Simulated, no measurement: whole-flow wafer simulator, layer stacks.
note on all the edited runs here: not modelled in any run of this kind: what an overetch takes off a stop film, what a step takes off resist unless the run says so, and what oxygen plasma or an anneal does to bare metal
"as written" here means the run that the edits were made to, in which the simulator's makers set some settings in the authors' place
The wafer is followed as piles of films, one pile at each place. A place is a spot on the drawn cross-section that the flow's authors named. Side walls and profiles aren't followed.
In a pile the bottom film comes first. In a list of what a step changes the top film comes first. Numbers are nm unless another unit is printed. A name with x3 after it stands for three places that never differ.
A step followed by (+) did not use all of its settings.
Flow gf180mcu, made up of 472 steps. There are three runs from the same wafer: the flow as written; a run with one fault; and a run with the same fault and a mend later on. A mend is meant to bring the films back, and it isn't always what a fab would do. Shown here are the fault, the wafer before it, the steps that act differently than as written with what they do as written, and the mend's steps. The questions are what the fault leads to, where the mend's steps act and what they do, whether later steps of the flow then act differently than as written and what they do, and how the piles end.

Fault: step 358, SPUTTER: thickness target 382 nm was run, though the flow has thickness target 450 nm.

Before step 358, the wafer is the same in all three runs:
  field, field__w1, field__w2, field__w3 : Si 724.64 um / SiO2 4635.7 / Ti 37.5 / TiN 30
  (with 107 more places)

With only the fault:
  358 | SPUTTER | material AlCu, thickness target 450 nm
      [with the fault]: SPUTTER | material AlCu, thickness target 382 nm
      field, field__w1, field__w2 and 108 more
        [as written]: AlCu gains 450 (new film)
        [with the fault]: AlCu gains 382 (new film)
  Steps further on in the flow that do not act as written:
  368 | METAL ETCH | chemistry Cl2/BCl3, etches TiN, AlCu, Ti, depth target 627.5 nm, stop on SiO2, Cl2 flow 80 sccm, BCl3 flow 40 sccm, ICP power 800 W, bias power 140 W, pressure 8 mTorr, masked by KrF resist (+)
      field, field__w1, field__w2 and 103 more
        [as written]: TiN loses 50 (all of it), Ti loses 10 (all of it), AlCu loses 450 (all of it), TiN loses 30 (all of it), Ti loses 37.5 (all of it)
        [with the fault]: TiN loses 50 (all of it), Ti loses 10 (all of it), AlCu loses 382 (all of it), TiN loses 30 (all of it), Ti loses 37.5 (all of it)
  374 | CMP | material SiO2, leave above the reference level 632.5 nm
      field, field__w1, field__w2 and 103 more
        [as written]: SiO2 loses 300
        [with the fault]: SiO2 loses 368
  By the end, the piles at field__w8, contact, m1, m1__w1, m1_nw depart from the flow's by more than 2% or 0.5 nm, whichever is larger.
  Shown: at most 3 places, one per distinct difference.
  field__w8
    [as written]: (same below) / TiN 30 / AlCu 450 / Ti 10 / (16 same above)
    [with the fault]: (same below) / TiN 30 / AlCu 382 / Ti 10 / (16 same above)
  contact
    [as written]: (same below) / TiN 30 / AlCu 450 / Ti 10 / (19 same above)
    [with the fault]: (same below) / TiN 30 / AlCu 382 / Ti 10 / (19 same above)

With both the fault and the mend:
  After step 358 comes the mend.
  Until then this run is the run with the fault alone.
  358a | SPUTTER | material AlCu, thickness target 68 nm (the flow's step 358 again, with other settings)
      field, field__w1, field__w2 and 108 more
        AlCu gains 68
  Every later step of the flow that is run acts as written at every place that is followed.
  By the end, the piles equal the flow's at every place that both follow.
